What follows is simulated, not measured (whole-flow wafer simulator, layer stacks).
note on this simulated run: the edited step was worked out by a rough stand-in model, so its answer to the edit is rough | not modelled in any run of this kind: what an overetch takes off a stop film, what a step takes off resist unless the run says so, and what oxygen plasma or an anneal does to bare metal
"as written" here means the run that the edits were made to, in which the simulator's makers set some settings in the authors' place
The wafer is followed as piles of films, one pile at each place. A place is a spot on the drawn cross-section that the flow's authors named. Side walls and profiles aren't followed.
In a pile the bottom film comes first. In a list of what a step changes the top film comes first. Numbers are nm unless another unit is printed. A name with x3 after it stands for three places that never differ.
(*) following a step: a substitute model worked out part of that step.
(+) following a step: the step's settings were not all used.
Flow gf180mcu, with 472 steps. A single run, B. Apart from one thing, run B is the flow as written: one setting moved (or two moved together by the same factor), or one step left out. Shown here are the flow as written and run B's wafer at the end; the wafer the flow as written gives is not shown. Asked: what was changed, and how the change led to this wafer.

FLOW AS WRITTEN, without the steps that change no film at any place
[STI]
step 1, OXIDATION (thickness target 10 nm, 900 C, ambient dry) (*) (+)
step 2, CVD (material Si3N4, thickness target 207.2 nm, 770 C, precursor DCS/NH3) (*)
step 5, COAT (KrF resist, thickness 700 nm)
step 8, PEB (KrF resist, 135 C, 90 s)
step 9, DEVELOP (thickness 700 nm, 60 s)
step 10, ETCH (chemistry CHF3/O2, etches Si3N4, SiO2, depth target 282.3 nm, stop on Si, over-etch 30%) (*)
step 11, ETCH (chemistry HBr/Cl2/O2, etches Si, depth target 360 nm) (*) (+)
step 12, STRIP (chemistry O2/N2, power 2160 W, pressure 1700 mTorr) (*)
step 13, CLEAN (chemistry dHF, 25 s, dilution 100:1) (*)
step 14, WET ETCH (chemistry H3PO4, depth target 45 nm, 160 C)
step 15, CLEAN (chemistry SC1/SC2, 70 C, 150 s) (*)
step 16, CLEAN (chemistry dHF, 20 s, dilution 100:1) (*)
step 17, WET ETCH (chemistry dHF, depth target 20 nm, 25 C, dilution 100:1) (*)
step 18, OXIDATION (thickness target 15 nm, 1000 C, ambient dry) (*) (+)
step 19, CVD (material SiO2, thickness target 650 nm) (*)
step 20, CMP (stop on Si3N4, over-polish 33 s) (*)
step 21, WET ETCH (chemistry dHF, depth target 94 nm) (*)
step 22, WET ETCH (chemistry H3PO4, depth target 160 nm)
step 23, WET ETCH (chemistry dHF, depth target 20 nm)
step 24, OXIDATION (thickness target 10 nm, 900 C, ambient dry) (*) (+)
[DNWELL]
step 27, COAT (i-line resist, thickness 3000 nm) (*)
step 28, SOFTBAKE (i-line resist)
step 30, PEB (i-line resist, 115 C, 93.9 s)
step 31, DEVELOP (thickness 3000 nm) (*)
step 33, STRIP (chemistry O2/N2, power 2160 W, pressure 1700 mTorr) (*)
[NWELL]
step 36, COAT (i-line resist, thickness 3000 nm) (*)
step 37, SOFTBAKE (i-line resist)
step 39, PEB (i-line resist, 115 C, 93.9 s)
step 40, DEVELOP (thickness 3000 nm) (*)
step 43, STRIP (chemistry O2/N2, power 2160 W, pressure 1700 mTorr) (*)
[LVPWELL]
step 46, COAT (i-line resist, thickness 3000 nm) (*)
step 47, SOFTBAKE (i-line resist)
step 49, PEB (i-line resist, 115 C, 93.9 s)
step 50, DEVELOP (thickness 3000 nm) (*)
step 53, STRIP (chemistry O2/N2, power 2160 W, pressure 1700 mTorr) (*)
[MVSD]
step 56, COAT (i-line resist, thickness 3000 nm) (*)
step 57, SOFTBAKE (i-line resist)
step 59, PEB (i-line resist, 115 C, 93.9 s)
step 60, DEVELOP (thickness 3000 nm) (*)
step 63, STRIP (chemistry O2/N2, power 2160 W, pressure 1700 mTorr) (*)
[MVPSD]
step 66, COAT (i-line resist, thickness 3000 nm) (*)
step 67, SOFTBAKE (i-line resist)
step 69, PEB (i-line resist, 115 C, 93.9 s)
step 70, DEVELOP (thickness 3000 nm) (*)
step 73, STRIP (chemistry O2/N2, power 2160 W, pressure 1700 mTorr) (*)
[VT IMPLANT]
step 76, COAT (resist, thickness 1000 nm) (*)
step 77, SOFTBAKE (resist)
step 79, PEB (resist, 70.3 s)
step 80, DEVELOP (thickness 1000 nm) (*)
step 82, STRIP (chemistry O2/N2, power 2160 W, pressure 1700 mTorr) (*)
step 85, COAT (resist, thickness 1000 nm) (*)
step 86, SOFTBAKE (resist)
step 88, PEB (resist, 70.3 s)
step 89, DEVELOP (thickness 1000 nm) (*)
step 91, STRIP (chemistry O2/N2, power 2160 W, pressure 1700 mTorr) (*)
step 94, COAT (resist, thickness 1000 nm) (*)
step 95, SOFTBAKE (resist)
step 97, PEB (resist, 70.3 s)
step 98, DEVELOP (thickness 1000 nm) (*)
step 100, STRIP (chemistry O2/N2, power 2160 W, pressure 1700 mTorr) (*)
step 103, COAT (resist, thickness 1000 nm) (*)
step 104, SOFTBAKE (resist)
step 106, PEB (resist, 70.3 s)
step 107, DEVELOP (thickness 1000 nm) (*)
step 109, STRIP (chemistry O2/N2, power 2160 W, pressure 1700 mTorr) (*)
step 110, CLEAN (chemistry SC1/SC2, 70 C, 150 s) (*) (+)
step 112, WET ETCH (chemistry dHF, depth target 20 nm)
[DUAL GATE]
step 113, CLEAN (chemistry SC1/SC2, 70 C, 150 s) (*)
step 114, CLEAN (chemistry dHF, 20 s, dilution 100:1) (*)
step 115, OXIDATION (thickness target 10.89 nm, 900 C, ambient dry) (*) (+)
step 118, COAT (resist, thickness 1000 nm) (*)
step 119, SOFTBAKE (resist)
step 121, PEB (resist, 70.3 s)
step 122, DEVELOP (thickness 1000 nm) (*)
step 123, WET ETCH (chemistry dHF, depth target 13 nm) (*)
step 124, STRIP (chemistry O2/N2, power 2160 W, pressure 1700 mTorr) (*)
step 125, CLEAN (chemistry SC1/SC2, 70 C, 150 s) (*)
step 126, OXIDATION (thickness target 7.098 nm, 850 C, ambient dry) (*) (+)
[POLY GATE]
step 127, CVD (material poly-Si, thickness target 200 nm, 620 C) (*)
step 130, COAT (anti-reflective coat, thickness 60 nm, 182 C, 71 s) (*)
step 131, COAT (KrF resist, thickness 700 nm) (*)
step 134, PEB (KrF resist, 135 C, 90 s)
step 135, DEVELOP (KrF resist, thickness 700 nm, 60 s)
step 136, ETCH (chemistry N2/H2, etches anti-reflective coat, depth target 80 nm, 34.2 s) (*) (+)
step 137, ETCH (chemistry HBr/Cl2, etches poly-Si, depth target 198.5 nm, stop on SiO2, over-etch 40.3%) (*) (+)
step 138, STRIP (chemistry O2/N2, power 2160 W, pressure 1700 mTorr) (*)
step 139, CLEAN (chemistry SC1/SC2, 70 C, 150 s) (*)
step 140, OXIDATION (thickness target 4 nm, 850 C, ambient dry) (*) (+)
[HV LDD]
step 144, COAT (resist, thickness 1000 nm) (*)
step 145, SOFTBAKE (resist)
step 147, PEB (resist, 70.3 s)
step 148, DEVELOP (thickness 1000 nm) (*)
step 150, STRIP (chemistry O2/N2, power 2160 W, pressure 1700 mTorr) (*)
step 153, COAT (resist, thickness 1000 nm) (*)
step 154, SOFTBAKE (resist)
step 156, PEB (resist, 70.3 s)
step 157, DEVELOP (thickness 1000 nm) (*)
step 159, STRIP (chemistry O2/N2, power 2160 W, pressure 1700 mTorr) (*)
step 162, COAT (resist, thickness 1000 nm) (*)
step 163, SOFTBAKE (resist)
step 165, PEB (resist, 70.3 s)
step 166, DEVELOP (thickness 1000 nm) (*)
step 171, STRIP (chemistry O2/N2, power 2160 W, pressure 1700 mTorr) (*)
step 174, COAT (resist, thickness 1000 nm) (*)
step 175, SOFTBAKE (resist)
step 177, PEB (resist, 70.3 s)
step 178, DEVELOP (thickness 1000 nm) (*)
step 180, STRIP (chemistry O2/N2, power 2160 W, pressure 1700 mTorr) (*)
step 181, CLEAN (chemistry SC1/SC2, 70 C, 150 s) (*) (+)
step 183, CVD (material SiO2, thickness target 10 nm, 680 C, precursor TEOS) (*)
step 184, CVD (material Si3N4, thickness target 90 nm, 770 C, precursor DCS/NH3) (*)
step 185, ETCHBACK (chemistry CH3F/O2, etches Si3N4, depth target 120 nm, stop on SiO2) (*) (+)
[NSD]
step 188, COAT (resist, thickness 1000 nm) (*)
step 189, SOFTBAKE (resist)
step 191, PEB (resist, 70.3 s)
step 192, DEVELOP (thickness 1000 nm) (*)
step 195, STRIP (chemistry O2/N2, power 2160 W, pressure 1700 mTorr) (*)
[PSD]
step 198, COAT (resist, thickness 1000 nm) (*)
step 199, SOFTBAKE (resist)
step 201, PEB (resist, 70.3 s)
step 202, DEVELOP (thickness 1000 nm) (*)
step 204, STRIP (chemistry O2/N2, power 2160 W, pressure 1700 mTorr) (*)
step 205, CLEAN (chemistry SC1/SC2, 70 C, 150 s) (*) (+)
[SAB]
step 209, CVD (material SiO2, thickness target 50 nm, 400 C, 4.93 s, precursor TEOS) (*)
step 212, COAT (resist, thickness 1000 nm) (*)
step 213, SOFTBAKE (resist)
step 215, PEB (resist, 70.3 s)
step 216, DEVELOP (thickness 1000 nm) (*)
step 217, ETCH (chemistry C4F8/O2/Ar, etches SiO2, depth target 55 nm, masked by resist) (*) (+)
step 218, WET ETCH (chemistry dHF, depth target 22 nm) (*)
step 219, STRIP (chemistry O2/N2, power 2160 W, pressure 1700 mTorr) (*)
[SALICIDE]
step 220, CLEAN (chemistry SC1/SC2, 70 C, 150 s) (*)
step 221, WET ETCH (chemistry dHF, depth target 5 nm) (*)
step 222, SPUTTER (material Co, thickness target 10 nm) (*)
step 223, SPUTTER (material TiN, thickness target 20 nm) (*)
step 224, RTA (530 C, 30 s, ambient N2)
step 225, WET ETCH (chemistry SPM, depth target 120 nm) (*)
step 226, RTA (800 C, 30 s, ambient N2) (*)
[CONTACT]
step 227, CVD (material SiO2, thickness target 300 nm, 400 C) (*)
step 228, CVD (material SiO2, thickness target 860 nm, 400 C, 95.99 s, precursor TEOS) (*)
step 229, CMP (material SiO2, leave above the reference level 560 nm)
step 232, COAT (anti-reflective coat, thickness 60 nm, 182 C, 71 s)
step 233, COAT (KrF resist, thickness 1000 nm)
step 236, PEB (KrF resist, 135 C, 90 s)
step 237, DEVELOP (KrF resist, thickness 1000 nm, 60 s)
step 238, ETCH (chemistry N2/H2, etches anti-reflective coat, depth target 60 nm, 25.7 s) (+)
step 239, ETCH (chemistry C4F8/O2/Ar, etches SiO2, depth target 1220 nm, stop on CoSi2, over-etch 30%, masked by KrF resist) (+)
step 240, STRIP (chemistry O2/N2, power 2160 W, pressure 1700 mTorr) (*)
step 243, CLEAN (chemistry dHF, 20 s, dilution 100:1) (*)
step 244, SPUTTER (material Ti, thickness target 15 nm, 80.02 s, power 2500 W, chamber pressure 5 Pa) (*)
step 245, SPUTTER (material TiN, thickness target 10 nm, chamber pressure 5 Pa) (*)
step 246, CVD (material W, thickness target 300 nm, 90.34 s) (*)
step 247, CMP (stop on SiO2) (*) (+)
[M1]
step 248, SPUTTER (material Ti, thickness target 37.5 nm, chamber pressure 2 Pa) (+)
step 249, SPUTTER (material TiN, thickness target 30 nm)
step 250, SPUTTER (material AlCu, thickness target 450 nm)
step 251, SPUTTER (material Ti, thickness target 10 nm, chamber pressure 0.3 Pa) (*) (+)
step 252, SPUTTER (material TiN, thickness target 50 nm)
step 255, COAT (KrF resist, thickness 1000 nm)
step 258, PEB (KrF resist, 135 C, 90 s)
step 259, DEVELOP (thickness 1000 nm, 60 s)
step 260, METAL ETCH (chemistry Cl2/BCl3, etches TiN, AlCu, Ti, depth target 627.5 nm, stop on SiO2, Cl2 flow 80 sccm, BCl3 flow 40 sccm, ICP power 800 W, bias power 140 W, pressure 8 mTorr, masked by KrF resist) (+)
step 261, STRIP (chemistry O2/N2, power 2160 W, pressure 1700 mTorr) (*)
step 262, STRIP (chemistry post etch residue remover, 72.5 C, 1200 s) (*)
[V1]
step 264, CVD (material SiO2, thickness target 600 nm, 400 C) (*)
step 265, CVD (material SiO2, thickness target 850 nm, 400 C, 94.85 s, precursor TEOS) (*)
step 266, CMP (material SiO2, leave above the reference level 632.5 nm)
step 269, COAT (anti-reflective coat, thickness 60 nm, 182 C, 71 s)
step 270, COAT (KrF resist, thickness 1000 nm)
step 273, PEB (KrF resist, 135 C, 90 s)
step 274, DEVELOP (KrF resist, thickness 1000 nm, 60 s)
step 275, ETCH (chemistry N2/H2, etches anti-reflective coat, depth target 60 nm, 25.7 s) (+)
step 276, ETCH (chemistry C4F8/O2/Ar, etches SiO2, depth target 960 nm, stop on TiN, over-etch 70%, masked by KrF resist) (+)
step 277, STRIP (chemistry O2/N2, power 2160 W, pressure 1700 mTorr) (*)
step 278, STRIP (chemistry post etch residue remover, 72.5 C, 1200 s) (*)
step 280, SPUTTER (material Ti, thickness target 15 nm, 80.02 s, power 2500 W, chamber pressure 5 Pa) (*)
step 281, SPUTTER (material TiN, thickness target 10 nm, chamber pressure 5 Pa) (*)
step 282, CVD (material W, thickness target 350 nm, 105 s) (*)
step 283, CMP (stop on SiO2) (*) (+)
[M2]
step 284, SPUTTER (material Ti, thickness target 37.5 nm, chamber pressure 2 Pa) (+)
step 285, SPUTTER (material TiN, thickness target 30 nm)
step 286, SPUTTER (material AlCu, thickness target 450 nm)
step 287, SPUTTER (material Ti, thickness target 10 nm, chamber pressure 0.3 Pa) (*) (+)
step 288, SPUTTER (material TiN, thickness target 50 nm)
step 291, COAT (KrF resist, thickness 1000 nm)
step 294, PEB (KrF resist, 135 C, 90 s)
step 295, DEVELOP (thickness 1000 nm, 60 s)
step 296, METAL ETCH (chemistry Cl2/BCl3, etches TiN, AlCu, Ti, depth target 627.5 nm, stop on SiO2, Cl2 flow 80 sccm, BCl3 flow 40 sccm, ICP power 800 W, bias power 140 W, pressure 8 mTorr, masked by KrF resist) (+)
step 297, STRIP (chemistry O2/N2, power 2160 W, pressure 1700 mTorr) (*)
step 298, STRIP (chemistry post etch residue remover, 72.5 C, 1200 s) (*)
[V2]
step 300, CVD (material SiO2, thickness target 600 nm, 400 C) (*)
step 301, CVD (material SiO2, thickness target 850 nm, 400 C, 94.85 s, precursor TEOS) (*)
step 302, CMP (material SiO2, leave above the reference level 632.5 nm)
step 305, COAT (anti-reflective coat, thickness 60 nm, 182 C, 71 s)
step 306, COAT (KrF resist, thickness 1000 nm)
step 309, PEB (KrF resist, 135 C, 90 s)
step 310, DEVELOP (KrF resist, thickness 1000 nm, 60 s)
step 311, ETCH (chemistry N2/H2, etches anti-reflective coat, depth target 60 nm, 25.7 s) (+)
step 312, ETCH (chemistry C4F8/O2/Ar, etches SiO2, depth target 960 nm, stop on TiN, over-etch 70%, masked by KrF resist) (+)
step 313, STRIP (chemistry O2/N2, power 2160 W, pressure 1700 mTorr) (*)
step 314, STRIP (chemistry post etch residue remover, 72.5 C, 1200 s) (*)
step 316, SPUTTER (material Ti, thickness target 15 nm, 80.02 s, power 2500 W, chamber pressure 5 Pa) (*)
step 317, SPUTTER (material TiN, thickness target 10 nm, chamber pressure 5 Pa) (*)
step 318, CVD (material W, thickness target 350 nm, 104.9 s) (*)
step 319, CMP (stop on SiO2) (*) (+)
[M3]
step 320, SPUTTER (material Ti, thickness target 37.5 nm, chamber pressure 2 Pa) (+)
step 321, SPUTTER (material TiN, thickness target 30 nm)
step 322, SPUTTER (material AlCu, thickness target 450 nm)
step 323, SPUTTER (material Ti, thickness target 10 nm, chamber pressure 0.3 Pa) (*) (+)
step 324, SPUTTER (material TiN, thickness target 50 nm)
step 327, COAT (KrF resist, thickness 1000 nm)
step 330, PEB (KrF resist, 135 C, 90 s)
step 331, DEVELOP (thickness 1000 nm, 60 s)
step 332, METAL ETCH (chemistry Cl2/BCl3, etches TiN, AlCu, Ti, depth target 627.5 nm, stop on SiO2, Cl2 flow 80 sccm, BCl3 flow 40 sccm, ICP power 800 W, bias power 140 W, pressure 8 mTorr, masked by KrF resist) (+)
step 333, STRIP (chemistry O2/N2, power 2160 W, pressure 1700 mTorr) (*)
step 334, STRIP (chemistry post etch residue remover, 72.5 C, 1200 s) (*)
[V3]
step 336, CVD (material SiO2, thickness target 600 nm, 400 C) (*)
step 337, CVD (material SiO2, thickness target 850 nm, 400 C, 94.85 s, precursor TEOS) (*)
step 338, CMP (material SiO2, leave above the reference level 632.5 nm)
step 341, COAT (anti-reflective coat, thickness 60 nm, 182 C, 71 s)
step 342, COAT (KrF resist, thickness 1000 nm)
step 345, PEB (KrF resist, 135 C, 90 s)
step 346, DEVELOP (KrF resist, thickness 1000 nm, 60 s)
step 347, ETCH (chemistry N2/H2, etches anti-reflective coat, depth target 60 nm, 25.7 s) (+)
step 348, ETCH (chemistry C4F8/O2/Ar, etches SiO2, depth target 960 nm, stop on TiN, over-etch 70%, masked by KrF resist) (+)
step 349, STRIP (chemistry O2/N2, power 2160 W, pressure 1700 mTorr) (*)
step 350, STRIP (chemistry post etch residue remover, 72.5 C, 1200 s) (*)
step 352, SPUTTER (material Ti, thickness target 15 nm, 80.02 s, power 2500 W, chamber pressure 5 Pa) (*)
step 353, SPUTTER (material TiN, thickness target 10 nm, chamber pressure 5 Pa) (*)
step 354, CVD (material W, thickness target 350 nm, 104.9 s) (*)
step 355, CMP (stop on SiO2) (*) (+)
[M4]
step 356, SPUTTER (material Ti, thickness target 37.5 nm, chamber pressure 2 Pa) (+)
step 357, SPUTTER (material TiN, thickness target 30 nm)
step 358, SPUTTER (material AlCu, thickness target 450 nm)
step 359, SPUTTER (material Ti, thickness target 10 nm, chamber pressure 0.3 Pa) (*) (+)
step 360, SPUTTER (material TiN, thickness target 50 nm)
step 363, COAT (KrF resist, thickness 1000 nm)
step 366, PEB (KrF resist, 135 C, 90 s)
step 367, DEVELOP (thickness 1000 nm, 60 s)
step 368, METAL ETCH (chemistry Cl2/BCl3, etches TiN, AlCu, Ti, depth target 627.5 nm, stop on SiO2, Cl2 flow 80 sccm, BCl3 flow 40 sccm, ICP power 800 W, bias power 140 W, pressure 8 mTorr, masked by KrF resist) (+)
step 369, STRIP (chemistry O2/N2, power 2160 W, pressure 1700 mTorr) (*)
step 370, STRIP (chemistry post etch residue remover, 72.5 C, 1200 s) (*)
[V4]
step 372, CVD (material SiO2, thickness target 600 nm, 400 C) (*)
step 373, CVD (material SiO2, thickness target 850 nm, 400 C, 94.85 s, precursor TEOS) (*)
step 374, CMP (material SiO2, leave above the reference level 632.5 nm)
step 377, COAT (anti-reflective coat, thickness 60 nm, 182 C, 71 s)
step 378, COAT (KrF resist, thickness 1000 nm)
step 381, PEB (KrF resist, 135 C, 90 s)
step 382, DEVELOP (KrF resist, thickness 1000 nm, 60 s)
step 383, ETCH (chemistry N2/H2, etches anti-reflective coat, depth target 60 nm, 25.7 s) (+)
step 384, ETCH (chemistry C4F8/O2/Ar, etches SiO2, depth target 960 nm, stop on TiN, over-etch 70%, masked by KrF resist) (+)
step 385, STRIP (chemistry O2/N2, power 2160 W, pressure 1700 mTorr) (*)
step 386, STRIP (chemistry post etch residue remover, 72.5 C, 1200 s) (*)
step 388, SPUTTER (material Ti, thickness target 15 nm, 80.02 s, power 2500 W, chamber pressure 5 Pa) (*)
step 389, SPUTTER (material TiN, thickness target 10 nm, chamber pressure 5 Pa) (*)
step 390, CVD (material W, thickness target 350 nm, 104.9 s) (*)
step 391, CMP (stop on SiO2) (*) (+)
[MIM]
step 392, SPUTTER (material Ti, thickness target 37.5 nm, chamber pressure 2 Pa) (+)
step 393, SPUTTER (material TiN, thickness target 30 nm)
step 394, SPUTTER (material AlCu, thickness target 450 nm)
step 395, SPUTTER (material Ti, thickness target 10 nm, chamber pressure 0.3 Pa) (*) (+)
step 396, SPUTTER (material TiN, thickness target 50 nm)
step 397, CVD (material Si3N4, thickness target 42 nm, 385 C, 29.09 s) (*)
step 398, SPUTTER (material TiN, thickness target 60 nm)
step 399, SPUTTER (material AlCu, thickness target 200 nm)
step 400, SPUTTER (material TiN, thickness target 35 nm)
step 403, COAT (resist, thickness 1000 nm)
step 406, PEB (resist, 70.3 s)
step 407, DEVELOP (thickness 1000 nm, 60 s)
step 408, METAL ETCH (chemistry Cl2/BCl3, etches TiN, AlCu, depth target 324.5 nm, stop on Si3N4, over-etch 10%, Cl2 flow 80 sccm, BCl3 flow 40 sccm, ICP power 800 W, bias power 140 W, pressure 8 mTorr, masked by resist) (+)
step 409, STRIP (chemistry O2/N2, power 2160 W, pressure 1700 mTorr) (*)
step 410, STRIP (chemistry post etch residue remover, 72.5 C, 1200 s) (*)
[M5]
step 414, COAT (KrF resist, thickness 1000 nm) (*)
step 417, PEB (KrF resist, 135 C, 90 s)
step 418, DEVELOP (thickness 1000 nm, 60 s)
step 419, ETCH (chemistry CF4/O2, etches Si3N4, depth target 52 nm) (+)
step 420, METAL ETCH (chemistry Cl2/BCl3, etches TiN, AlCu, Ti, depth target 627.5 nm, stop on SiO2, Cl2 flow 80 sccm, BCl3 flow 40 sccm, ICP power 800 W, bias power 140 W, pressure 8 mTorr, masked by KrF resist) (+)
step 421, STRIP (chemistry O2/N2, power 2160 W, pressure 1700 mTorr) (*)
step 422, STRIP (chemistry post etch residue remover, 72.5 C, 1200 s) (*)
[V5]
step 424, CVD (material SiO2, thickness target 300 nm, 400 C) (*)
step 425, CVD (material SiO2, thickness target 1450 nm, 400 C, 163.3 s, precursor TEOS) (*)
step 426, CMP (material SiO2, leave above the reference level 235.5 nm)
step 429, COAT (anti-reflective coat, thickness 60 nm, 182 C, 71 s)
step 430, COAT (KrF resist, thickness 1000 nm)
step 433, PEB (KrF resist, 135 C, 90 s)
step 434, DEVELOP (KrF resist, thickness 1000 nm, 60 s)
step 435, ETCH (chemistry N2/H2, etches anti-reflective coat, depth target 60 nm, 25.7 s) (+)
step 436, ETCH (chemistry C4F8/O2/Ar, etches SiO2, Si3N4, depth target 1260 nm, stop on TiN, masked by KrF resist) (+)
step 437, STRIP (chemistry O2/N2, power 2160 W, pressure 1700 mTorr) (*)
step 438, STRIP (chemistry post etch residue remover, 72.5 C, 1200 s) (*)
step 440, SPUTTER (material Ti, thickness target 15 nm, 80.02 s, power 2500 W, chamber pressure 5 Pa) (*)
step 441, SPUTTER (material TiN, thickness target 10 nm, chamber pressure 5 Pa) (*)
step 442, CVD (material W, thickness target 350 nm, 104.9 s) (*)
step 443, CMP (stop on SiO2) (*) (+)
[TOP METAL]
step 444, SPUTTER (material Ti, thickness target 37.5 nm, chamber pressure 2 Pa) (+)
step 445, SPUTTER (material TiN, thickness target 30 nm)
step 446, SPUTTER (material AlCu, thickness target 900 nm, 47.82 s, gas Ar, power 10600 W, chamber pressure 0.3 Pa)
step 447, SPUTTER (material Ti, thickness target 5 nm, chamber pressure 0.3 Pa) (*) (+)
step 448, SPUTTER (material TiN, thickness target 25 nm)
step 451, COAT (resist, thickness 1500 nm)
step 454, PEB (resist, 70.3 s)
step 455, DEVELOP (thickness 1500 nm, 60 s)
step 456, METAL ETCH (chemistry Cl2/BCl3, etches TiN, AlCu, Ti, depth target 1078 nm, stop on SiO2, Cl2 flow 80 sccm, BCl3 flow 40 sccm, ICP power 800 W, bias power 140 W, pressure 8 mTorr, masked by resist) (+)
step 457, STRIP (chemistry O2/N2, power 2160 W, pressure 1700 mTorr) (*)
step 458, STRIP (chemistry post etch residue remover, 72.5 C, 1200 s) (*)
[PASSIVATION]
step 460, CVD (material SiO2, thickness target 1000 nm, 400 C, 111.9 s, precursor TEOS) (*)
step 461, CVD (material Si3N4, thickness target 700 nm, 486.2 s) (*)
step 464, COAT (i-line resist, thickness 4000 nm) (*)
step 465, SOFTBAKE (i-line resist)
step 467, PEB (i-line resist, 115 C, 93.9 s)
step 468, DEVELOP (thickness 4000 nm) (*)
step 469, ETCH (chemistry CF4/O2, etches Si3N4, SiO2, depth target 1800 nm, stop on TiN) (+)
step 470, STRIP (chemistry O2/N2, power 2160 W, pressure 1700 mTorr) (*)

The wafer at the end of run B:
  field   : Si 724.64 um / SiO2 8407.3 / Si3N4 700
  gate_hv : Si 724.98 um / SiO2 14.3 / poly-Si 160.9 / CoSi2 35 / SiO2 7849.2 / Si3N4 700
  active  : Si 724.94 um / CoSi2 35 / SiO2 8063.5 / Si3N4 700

Cause: step 424, CVD: thickness target 480 nm was run, while the flow as written has thickness target 300 nm.

How this came from the change, step by step:
  step 424, CVD (material SiO2, thickness target 300 nm, 400 C) (*)
      field, field__w1, field__w2 and 101 more: SiO2 gains 480 (as written it would have been: SiO2 gains 300)
      field__w4, field__w8, contact, m1, m1__w1, mim, mim_1p0, m1_nw: SiO2 gains 480 (new film) (as written it would have been: SiO2 gains 300 (new film))
  step 436, ETCH (chemistry C4F8/O2/Ar, etches SiO2, Si3N4, depth target 1260 nm, stop on TiN, masked by KrF resist) (+)
      contact: SiO2 loses 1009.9 (all of it), Si3N4 loses 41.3 (all of it) (as written it would have been: SiO2 loses 829.9 (all of it), Si3N4 loses 41.3 (all of it))
  step 440, SPUTTER (material Ti, thickness target 15 nm, 80.02 s, power 2500 W, chamber pressure 5 Pa) (*)
      contact: Ti gains 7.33 (new film) (as written it would have been: Ti gains 8.12 (new film))
  step 441, SPUTTER (material TiN, thickness target 10 nm, chamber pressure 5 Pa) (*)
      contact: TiN gains 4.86 (new film) (as written it would have been: TiN gains 5.38 (new film))
  step 442, CVD (material W, thickness target 350 nm, 104.9 s) (*)
      contact: W gains 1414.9 (new film) (as written it would have been: W gains 1233.6 (new film))
